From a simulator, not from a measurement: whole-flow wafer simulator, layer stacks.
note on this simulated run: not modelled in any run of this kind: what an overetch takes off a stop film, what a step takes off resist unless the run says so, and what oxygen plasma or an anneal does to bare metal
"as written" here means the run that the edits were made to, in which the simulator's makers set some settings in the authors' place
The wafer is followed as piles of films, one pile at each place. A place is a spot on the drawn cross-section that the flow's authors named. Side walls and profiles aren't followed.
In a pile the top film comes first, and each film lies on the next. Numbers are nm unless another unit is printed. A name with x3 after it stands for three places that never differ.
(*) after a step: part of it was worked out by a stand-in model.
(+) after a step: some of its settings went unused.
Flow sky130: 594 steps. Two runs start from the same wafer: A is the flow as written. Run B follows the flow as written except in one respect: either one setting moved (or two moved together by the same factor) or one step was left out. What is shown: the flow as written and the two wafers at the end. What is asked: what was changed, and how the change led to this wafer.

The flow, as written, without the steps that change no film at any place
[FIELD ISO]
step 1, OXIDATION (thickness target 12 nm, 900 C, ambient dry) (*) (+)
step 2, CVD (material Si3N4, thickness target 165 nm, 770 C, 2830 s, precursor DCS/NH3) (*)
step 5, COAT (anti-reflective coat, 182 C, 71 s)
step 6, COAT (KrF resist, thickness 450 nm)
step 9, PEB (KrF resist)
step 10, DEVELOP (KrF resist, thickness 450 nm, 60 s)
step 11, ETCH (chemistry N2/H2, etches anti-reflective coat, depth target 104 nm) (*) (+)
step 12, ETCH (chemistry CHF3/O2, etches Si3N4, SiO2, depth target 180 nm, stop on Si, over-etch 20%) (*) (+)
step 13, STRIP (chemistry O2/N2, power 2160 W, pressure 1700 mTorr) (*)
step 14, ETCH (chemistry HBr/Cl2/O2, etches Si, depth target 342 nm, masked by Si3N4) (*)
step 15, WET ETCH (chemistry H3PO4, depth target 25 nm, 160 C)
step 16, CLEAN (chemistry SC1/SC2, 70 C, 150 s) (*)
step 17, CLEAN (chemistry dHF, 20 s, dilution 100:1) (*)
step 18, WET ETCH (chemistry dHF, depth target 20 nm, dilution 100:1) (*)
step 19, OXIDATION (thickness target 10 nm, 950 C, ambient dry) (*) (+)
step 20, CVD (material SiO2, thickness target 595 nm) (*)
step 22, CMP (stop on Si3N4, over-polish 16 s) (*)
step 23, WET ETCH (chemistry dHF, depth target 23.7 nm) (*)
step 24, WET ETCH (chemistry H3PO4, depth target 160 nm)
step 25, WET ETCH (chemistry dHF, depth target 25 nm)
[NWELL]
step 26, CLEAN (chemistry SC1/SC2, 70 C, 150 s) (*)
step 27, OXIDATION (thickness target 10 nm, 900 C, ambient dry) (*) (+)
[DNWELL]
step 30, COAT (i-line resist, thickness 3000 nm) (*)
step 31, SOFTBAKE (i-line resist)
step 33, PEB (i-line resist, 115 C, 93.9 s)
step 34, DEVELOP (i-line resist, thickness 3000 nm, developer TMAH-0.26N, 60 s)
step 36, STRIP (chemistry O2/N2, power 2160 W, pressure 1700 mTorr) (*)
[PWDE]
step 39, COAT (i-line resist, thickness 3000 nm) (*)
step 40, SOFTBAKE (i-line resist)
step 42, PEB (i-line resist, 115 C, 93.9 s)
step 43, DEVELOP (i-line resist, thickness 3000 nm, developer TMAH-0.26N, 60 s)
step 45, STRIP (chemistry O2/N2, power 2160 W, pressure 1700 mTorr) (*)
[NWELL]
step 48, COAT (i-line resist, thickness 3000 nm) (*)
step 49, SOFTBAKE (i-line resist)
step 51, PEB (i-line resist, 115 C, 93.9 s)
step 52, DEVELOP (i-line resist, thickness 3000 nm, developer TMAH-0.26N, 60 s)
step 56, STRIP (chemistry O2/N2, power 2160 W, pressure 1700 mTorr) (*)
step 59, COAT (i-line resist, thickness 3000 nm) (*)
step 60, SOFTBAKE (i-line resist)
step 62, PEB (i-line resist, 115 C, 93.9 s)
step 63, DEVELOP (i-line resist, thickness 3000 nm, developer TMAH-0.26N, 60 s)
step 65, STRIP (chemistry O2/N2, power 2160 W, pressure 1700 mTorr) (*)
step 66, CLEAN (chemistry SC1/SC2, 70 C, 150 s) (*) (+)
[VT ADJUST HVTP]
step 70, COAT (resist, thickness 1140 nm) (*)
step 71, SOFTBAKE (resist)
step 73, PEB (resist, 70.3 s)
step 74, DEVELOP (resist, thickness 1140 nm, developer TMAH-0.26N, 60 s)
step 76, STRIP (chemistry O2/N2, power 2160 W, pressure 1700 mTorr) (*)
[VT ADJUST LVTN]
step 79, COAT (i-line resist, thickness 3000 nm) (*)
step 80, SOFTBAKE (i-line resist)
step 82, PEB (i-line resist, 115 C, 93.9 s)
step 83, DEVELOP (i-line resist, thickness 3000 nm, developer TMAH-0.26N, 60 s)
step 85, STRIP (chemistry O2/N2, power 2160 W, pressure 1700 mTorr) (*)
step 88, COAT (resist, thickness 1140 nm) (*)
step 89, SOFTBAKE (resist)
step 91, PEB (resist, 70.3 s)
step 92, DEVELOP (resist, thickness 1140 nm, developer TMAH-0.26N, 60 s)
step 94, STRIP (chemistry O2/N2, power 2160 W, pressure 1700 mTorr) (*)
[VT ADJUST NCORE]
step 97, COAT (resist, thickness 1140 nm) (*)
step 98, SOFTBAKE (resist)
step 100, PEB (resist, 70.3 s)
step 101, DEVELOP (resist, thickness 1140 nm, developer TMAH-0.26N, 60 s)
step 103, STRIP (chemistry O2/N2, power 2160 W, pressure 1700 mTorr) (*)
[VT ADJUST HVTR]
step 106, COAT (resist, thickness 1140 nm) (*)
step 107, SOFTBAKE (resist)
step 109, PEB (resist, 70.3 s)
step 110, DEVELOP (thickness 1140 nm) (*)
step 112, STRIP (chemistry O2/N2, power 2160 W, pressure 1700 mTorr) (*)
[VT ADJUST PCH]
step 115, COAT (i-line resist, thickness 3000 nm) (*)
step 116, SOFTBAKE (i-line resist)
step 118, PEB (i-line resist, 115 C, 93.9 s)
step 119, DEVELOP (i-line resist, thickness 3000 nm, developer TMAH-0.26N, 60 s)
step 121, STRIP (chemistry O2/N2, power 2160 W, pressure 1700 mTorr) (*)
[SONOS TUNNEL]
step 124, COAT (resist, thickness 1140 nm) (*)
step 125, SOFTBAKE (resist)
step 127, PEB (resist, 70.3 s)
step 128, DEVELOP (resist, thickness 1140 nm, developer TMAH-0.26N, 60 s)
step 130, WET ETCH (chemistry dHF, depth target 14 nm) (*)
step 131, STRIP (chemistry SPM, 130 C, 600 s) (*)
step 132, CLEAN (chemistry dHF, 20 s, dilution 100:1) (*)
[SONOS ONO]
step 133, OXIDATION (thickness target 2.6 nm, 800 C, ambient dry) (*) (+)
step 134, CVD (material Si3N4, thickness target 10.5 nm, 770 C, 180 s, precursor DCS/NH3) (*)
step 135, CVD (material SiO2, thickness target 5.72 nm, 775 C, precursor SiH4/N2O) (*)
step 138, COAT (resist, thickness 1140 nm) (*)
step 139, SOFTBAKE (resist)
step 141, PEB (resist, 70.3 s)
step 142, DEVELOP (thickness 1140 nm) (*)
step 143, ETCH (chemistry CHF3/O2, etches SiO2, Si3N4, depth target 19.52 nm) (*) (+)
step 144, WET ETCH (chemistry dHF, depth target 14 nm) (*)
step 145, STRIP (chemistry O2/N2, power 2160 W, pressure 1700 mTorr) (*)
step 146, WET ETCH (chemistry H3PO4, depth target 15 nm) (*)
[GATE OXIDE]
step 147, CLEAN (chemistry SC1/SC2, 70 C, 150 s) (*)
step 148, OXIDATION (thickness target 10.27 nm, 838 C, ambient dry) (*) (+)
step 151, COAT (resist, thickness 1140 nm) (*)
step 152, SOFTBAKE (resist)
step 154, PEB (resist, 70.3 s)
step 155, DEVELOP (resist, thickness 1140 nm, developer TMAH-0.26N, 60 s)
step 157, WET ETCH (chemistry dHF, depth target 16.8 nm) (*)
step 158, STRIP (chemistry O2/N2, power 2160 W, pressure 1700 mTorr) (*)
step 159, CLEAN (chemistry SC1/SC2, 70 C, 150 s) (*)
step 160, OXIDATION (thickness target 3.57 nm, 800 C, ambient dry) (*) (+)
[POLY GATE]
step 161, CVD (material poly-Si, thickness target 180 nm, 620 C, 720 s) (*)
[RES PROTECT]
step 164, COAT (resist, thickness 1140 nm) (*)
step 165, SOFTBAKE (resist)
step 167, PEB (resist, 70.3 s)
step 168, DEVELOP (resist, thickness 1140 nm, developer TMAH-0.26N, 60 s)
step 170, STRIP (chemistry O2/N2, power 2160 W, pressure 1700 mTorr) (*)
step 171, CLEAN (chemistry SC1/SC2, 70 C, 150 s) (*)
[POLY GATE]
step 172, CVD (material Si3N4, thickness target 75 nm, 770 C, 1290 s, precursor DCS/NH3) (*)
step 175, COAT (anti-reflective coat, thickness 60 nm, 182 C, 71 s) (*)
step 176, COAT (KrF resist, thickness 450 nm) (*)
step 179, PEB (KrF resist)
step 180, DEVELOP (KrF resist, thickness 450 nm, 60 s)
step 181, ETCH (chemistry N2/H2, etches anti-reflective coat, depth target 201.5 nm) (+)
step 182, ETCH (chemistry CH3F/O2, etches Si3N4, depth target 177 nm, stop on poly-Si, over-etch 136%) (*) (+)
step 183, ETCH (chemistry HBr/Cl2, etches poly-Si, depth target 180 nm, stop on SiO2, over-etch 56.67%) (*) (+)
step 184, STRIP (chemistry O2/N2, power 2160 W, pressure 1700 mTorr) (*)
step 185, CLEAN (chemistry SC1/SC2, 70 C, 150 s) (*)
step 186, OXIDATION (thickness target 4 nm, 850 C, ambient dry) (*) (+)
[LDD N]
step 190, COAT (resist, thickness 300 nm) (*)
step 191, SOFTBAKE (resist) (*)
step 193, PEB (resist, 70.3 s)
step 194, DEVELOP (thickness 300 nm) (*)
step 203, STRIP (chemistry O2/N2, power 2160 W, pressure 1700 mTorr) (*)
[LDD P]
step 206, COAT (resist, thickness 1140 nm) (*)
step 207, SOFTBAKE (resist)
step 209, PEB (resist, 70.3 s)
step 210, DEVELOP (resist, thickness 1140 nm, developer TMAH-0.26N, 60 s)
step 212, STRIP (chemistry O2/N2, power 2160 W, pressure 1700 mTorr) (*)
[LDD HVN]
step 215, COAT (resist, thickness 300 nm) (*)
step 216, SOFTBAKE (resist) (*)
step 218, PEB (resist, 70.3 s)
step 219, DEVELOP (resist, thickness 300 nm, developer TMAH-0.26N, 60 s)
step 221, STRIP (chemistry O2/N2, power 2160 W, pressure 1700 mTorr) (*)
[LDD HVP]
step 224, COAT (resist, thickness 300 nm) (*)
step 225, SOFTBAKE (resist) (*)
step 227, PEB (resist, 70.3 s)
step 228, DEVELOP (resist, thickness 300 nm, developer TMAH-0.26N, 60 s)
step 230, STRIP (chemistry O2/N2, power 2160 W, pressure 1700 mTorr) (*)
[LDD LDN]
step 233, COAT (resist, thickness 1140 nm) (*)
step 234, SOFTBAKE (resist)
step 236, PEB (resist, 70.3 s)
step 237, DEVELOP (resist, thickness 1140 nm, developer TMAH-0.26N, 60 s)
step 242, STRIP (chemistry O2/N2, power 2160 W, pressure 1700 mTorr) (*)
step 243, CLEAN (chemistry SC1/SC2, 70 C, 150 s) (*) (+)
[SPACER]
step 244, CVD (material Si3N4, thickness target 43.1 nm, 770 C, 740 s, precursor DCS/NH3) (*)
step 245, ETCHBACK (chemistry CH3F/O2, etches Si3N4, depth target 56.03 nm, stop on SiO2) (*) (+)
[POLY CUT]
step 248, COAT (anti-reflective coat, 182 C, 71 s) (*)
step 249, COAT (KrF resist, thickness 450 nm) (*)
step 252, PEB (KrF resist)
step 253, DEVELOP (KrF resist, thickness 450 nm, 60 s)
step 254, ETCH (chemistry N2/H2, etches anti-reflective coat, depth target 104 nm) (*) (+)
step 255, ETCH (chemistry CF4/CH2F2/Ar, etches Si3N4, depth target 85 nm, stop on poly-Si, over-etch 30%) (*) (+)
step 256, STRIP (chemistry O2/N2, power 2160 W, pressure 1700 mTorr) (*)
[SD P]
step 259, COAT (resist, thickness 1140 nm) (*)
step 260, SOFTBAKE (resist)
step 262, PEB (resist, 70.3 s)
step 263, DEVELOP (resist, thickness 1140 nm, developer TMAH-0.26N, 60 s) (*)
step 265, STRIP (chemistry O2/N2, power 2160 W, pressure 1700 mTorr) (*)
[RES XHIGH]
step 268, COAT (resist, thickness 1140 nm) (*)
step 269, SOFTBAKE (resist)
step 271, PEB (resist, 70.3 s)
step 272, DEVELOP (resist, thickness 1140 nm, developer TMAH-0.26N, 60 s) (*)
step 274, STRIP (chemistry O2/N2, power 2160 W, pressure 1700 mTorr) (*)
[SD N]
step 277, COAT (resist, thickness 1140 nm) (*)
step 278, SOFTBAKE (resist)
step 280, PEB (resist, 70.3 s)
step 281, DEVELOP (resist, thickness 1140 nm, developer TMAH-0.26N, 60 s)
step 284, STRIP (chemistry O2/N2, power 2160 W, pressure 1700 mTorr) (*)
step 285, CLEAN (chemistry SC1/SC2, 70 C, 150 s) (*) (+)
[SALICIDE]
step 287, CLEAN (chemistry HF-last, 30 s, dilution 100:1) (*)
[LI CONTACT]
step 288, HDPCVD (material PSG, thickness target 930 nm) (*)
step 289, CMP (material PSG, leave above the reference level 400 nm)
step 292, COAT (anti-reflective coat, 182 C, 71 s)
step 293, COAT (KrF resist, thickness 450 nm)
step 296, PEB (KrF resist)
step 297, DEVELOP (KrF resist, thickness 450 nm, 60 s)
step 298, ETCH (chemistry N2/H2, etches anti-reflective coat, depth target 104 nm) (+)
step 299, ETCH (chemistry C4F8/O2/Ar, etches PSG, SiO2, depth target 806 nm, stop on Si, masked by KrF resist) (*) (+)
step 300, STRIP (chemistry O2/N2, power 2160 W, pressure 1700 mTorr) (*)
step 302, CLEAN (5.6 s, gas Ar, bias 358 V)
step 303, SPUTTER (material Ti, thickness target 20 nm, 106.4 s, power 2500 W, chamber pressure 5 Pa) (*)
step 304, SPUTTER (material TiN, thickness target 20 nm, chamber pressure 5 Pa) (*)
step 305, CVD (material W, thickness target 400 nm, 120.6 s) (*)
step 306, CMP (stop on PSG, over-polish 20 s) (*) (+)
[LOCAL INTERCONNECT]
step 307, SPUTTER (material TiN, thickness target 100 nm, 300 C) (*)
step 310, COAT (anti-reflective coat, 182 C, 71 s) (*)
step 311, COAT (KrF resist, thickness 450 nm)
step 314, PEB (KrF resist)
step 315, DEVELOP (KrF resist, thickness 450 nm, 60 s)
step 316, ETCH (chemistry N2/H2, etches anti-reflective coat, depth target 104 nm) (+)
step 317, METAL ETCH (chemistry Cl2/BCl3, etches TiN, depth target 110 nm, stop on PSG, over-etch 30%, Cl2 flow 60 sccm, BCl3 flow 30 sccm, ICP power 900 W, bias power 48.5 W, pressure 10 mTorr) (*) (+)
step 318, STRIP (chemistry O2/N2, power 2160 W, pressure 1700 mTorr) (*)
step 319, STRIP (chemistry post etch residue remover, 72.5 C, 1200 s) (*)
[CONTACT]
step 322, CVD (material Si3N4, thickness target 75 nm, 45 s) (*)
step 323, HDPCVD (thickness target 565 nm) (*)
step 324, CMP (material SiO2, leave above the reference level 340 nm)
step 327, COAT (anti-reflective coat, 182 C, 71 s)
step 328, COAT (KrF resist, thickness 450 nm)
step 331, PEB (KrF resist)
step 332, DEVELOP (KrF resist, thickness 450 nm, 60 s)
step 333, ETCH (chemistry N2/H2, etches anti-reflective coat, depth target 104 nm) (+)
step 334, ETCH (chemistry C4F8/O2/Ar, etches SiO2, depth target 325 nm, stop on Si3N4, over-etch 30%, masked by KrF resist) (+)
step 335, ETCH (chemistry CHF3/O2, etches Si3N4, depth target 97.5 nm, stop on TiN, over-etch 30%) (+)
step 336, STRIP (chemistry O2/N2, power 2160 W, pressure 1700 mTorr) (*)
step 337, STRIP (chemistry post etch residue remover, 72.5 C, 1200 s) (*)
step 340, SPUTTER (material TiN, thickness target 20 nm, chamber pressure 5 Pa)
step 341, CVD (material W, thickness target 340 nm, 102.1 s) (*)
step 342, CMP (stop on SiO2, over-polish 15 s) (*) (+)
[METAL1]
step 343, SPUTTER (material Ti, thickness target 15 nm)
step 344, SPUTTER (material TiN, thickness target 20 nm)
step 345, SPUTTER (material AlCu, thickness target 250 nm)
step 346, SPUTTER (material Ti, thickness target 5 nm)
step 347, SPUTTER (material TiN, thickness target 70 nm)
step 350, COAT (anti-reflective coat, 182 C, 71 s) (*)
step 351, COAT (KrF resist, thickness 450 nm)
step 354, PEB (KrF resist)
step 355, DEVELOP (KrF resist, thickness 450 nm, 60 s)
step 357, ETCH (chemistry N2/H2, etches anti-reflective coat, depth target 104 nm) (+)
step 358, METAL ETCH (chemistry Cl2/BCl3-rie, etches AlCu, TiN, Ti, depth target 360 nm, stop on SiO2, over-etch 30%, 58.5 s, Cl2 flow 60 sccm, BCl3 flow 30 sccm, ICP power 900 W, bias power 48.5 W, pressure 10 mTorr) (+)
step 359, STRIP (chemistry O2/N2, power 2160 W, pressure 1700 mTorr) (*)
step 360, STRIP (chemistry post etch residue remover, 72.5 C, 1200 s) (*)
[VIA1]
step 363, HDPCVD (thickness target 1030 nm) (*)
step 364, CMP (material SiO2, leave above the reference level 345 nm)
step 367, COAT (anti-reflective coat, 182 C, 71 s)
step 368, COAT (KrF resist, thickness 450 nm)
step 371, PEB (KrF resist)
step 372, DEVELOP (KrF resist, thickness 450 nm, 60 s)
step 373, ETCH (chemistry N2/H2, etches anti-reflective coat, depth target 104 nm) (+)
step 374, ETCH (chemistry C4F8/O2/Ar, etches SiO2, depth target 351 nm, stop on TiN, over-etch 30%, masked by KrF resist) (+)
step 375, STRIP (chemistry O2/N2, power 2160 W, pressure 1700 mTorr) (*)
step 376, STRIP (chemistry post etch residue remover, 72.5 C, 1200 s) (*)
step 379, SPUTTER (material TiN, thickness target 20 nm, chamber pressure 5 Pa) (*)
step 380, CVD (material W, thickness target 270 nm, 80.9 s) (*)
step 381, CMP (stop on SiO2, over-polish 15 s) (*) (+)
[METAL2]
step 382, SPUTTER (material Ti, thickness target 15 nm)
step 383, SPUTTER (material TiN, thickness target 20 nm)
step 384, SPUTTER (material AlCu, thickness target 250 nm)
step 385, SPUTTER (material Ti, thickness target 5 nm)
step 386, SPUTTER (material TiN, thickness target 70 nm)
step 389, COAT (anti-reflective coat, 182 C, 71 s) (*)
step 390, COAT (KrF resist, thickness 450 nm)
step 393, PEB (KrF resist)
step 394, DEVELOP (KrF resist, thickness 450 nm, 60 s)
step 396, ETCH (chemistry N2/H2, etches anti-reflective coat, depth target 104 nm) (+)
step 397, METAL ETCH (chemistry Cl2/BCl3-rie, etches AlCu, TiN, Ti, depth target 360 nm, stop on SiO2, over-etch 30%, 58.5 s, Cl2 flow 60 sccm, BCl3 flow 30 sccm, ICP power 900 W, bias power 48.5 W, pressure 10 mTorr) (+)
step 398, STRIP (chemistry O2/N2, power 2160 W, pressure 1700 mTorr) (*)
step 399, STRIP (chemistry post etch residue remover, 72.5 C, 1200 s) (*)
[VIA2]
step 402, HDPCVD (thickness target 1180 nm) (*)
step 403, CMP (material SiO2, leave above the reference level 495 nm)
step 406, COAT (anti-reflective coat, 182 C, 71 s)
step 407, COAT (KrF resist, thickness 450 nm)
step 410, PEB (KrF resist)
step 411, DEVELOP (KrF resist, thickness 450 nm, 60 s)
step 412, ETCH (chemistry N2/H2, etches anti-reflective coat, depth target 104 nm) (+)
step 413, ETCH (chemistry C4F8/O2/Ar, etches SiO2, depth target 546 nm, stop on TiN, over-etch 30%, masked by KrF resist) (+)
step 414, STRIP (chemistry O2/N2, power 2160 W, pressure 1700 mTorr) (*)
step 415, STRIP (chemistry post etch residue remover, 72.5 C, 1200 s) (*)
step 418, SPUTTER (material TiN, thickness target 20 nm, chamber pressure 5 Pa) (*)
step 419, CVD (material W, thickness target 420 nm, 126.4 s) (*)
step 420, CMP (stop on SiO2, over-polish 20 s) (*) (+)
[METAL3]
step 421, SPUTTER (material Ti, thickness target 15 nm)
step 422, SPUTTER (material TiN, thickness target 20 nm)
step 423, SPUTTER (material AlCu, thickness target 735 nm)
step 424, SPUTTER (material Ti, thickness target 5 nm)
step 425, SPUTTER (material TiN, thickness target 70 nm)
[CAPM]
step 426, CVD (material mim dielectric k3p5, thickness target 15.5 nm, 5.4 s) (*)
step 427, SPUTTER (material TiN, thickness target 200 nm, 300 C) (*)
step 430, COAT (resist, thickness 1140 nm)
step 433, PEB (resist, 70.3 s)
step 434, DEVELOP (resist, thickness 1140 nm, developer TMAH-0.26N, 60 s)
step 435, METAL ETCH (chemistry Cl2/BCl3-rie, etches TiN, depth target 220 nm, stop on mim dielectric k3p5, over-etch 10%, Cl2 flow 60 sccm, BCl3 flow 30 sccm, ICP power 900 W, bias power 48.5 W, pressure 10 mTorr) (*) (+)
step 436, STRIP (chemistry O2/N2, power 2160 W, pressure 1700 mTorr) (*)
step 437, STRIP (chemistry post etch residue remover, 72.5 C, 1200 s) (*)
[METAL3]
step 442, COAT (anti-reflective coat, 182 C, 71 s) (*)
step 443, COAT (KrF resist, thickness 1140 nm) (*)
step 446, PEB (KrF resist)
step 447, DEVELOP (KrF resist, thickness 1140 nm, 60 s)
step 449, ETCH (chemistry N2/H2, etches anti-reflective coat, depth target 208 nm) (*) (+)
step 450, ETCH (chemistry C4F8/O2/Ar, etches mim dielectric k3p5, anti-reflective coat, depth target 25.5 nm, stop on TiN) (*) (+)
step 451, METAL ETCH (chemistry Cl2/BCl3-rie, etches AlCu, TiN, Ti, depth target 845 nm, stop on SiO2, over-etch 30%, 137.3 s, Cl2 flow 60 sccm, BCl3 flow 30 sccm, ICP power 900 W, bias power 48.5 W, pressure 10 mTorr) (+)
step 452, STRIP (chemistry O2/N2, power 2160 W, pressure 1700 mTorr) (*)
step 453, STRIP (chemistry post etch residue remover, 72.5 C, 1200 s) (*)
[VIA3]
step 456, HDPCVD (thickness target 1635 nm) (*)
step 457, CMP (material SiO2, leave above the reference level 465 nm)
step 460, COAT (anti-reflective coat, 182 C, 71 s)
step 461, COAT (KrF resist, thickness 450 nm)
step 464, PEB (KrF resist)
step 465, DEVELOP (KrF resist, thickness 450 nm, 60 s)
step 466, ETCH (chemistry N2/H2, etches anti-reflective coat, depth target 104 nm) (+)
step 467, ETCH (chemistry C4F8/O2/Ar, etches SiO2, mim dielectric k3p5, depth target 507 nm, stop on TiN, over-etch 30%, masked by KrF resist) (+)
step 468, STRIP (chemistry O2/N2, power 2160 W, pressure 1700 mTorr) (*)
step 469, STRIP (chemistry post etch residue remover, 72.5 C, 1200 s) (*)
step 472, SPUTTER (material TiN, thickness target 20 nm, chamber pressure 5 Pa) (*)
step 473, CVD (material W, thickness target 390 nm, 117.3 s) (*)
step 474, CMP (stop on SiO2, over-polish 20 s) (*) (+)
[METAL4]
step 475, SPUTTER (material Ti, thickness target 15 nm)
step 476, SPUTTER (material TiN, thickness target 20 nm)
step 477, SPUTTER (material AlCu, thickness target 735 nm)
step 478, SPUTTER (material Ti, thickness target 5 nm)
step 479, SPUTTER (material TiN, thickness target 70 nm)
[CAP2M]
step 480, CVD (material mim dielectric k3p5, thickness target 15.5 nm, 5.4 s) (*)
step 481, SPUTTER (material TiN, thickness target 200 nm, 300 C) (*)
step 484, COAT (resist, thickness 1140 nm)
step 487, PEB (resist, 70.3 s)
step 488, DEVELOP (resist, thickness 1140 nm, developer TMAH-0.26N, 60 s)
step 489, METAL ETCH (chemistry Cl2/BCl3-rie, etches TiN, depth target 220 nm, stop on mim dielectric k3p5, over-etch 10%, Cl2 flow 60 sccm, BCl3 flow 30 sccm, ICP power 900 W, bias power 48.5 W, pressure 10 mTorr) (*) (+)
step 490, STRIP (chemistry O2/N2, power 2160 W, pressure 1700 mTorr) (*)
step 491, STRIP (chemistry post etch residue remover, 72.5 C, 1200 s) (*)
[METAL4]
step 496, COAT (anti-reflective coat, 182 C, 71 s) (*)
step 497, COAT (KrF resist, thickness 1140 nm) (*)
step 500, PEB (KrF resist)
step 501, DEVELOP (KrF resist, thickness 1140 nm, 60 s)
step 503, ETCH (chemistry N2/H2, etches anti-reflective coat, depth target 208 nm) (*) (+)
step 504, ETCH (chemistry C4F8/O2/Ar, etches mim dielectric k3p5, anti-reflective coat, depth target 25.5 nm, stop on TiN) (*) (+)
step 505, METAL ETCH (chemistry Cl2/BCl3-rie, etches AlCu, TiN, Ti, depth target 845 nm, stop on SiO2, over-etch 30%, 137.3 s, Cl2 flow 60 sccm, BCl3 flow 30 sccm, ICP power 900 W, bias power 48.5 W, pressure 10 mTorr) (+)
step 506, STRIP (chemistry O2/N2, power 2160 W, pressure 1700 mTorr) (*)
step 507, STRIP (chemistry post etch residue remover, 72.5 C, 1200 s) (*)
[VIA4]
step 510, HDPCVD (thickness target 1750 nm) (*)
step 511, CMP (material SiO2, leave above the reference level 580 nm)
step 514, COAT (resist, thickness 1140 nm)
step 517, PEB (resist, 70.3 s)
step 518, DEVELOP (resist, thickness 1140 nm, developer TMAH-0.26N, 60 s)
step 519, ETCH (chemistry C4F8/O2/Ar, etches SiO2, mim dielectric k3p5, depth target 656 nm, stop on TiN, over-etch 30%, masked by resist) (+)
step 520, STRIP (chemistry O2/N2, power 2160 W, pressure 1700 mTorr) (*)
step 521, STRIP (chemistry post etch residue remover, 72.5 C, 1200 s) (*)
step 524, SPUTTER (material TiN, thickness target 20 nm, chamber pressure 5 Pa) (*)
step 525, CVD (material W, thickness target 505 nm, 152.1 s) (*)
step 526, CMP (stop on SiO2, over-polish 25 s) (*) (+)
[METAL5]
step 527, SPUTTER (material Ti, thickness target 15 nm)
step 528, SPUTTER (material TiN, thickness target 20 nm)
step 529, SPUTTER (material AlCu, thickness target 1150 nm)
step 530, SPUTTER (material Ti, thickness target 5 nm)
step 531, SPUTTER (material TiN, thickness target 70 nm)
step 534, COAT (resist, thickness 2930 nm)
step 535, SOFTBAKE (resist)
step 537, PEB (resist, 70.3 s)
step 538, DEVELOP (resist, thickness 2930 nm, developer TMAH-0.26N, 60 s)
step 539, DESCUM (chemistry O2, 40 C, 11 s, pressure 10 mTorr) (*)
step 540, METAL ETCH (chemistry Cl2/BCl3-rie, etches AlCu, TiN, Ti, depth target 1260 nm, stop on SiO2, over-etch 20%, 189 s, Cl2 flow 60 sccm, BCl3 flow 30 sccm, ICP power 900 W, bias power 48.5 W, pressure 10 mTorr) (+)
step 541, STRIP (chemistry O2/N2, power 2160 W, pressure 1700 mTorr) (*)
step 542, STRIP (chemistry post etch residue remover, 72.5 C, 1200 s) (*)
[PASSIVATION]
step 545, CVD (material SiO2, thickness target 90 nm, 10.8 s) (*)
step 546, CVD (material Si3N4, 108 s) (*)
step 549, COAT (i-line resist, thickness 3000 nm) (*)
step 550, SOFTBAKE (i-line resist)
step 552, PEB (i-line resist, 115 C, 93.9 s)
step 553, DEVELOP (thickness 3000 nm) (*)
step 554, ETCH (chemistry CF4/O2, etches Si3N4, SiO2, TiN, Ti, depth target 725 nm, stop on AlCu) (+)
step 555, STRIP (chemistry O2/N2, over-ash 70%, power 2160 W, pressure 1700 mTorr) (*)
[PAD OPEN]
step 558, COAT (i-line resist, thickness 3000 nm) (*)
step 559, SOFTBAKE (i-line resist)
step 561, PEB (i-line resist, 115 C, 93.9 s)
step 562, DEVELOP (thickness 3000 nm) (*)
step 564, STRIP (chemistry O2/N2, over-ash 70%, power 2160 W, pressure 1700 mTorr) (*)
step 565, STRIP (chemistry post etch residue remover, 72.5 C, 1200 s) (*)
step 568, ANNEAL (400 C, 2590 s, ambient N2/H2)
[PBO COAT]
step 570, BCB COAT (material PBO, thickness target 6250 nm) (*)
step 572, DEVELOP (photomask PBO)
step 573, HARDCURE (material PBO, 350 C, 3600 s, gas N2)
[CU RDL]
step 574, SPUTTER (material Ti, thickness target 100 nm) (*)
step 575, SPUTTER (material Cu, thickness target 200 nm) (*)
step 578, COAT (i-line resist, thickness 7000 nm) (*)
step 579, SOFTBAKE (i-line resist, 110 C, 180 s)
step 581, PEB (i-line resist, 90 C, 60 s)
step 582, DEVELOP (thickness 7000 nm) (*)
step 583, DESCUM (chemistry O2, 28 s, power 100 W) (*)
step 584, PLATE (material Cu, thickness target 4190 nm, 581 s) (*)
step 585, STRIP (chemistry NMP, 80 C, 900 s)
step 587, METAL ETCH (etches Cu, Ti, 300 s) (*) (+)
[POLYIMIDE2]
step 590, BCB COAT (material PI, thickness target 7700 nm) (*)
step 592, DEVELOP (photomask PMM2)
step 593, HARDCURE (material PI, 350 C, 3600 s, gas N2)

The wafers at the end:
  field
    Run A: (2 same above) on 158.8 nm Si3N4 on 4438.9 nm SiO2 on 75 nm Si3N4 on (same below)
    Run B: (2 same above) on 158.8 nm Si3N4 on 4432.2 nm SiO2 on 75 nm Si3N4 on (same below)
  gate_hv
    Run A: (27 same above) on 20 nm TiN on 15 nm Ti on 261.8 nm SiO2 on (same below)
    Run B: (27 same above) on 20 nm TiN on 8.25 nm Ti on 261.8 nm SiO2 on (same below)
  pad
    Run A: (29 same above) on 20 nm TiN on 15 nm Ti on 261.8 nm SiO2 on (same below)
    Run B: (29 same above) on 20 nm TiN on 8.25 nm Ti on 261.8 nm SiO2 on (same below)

Cause: step 343, SPUTTER: thickness target 8.25 nm was run, whereas the flow has thickness target 15 nm.
The wafer lets one read it off: gate_hv has Ti 8.25, and step 343 as written asks for 15 nm.

The path from the change to this, step by step:
  step 343, SPUTTER (material Ti, thickness target 15 nm)
      field, active, n_well and 188 more: A +15 Ti (new film) | B +8.25 Ti (new film)
  step 358, METAL ETCH (chemistry Cl2/BCl3-rie, etches AlCu, TiN, Ti, depth target 360 nm, stop on SiO2, over-etch 30%, 58.5 s, Cl2 flow 60 sccm, BCl3 flow 30 sccm, ICP power 900 W, bias power 48.5 W, pressure 10 mTorr) (+)
      field, active, gate and 81 more: A -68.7 TiN (all of it), -5 Ti (all of it), -250 AlCu (all of it), -20 TiN (all of it), -15 Ti (all of it), -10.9 SiO2 | B -68.7 TiN (all of it), -5 Ti (all of it), -250 AlCu (all of it), -20 TiN (all of it), -8.25 Ti (all of it), -11.6 SiO2
